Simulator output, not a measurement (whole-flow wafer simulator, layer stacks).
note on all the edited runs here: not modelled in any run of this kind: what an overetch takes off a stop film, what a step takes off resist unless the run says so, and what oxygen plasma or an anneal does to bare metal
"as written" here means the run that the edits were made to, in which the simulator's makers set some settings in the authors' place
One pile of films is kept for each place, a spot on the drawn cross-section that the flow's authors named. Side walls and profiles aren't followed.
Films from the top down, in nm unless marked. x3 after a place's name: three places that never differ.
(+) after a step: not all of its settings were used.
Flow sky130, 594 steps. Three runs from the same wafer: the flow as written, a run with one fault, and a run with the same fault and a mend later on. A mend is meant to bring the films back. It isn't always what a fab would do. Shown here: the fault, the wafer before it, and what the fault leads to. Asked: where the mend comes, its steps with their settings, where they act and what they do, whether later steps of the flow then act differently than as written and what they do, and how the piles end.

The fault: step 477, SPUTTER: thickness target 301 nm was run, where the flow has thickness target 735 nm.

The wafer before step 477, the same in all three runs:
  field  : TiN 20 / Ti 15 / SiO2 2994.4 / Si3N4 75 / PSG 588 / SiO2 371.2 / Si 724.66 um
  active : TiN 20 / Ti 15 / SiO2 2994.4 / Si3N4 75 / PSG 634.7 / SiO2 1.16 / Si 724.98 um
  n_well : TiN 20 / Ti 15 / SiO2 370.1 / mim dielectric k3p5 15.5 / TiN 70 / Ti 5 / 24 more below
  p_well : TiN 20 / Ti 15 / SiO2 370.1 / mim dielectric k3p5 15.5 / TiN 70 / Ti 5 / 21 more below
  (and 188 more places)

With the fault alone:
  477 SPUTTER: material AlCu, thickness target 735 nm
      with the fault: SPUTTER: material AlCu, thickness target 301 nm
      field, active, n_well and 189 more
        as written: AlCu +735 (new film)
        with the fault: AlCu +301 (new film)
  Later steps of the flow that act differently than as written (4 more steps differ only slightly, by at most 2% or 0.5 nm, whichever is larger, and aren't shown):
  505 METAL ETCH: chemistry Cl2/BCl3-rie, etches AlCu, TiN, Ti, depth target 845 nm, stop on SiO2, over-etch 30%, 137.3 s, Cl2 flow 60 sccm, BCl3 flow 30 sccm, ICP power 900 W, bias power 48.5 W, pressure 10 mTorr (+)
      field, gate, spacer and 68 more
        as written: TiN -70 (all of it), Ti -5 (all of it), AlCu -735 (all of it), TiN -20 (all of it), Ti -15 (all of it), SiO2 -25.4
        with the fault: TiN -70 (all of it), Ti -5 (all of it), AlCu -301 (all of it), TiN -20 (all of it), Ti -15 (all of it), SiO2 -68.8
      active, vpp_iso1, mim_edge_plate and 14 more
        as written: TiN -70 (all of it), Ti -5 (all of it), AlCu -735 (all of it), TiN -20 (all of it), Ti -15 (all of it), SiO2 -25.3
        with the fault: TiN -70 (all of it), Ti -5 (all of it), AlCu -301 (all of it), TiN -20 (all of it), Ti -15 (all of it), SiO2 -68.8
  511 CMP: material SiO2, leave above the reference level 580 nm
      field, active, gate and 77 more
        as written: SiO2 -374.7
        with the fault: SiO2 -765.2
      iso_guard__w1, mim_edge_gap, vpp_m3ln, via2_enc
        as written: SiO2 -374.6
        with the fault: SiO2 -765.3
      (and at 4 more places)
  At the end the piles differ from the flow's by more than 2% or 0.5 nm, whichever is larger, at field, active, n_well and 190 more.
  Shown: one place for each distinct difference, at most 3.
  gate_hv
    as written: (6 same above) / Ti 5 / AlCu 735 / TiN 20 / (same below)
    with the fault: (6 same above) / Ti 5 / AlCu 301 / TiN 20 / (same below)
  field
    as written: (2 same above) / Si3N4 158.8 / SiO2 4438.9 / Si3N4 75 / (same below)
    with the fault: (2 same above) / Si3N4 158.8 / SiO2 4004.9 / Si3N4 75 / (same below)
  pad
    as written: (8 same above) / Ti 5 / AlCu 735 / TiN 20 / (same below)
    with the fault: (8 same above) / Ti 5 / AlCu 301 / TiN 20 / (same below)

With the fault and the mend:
  The mend comes after step 477.
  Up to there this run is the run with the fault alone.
  477a SPUTTER: material AlCu, thickness target 434 nm (the flow's step 477 once more, with other settings)
      field, active, n_well and 189 more
        AlCu +434
  No later step of the flow acts differently than as written at any place that is followed.
  At the end the piles are the same as the flow's at every place that both follow.
